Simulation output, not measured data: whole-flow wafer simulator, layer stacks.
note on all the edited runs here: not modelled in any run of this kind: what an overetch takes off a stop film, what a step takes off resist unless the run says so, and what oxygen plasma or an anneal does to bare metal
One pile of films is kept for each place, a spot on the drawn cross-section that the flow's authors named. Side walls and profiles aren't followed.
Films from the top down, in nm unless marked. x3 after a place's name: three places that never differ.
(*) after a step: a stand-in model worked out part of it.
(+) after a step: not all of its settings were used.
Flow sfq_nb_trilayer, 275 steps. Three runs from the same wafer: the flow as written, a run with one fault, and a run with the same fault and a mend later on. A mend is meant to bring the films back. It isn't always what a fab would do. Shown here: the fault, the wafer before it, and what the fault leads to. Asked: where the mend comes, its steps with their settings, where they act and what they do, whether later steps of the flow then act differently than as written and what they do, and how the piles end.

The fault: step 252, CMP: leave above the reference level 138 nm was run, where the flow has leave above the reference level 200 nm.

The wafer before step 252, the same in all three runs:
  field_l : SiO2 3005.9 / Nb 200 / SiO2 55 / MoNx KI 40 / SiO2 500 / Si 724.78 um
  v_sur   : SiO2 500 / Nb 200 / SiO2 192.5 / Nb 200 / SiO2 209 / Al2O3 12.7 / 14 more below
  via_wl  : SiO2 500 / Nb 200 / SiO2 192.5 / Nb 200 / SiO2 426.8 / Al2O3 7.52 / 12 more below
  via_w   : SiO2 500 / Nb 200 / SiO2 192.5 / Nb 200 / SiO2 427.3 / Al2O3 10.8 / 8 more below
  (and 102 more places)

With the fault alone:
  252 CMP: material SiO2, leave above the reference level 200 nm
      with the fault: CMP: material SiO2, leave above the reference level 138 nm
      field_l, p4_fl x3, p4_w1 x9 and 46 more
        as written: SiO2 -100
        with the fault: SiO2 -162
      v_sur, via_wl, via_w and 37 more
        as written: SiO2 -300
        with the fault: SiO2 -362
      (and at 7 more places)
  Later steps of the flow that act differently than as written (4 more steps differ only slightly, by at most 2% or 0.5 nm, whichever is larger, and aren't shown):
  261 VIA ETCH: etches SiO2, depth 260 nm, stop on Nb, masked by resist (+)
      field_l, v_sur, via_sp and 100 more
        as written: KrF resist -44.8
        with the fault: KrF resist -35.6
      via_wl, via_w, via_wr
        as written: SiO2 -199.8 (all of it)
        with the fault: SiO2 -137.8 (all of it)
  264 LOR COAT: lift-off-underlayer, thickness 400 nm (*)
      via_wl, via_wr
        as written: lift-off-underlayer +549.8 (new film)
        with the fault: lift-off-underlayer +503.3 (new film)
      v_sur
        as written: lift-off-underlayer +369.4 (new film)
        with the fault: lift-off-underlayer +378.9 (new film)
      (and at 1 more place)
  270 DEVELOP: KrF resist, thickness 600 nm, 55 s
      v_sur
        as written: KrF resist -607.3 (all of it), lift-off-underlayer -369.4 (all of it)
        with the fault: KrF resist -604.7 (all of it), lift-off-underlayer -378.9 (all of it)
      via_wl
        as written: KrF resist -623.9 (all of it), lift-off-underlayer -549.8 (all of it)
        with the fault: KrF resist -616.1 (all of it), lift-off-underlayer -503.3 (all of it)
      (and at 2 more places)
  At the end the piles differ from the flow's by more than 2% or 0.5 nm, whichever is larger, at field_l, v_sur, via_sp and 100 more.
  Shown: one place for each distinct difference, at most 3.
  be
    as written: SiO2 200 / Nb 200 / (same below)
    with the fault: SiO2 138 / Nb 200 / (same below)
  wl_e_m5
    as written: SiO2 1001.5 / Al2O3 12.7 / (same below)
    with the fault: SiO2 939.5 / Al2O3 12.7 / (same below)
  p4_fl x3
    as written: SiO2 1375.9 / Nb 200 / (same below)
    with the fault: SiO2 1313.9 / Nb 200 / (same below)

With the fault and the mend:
  The mend comes after step 253.
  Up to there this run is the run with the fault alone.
  253a PECVD: material SiO2, thickness 62 nm, 150 C, 13.78 s, RF power 183.3 W, pressure 2.4 Torr, precursor SiH4/N2O (the flow's step 251 once more, with other settings)
      field_l, v_sur, via_wl and 103 more
        SiO2 +62
  No later step of the flow acts differently than as written at any place that is followed.
  At the end the piles are the same as the flow's at every place that both follow.
